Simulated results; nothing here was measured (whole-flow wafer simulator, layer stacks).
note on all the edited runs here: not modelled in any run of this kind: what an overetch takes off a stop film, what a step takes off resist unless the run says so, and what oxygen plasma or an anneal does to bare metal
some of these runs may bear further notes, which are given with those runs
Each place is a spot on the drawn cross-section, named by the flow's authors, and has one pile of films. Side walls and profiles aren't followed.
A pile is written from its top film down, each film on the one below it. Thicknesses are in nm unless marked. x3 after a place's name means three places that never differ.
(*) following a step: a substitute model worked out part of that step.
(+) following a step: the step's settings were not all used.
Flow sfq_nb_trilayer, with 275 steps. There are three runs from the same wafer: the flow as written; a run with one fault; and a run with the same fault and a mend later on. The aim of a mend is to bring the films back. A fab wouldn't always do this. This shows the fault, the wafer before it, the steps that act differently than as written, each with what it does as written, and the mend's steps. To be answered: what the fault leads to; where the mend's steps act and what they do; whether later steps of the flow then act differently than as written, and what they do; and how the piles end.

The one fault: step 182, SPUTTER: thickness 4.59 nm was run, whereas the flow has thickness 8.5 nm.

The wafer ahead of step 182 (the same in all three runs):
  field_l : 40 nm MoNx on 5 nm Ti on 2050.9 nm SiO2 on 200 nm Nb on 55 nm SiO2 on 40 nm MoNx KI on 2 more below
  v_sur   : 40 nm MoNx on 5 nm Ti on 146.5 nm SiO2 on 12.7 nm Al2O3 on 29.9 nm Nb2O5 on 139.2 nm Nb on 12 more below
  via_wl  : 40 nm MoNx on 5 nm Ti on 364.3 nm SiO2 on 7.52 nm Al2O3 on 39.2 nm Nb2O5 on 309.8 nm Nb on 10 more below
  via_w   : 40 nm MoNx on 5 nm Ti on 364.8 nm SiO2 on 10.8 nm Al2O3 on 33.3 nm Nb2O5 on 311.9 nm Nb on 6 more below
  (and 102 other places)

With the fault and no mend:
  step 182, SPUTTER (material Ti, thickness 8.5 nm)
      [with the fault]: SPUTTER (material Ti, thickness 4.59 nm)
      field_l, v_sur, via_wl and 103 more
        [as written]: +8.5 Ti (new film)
        [with the fault]: +4.59 Ti (new film)
  Steps later in the flow that act otherwise than as written (12 other steps are not shown; they differ only slightly, by no more than 2% or 0.5 nm, whichever is larger):
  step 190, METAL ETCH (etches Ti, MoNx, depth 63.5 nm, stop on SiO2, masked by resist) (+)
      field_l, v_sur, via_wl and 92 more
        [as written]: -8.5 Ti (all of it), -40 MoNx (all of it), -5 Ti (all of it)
        [with the fault]: -4.59 Ti (all of it), -40 MoNx (all of it), -5 Ti (all of it)
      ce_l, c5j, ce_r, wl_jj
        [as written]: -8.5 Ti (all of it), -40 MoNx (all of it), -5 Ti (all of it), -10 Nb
        [with the fault]: -4.59 Ti (all of it), -40 MoNx (all of it), -5 Ti (all of it), -13.9 Nb
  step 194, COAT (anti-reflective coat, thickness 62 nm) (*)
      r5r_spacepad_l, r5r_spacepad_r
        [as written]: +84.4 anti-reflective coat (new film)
        [with the fault]: +82.7 anti-reflective coat (new film)
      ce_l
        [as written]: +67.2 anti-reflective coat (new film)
        [with the fault]: +68.9 anti-reflective coat (new film)
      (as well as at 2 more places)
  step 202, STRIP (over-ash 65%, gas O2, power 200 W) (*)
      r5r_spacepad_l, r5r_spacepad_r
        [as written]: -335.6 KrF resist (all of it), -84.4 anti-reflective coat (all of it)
        [with the fault]: -335.5 KrF resist (all of it), -82.7 anti-reflective coat (all of it)
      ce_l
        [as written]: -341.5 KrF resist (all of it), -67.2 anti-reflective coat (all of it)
        [with the fault]: -342.5 KrF resist (all of it), -68.9 anti-reflective coat (all of it)
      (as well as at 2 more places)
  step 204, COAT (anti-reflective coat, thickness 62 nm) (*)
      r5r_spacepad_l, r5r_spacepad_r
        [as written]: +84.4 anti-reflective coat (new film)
        [with the fault]: +82.7 anti-reflective coat (new film)
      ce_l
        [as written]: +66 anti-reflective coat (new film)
        [with the fault]: +67.7 anti-reflective coat (new film)
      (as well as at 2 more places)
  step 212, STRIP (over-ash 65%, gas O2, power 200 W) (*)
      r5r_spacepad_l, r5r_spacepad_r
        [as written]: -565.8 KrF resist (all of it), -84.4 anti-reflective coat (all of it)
        [with the fault]: -565.3 KrF resist (all of it), -82.7 anti-reflective coat (all of it)
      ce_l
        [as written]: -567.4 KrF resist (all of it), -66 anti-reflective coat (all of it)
        [with the fault]: -568.2 KrF resist (all of it), -67.7 anti-reflective coat (all of it)
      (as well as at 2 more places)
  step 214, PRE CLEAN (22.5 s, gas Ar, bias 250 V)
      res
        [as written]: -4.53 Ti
        [with the fault]: -4.59 Ti (all of it)
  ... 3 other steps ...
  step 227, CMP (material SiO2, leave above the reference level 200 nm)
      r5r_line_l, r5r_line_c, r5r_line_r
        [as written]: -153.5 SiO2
        [with the fault]: -149.6 SiO2
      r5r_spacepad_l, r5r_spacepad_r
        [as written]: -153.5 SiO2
        [with the fault]: -147.1 SiO2
  The piles end different from the flow's at ce_l, ce_r, be_r and 7 more by more than 2% or 0.5 nm, whichever is larger.
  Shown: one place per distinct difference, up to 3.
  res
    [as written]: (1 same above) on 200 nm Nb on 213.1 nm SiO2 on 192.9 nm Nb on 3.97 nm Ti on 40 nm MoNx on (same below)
    [with the fault]: (1 same above) on 200 nm Nb on 217.1 nm SiO2 on 192.9 nm Nb on 40 nm MoNx on (same below)
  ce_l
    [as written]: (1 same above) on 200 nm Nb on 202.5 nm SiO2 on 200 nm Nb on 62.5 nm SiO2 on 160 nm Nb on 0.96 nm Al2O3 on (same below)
    [with the fault]: (1 same above) on 200 nm Nb on 206.4 nm SiO2 on 200 nm Nb on 62.5 nm SiO2 on 156.1 nm Nb on 0.96 nm Al2O3 on (same below)
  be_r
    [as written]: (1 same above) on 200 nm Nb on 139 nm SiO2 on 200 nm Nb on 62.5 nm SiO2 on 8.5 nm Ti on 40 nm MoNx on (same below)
    [with the fault]: (1 same above) on 200 nm Nb on 142.9 nm SiO2 on 200 nm Nb on 62.5 nm SiO2 on 4.59 nm Ti on 40 nm MoNx on (same below)

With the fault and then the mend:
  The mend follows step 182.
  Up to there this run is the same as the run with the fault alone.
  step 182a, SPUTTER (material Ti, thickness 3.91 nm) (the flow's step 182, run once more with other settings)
      field_l, v_sur, via_wl and 103 more
        +3.91 Ti
  Later steps of the flow that are run all act as written at every place that is followed.
  By the end, the piles equal the flow's at every place that both follow.
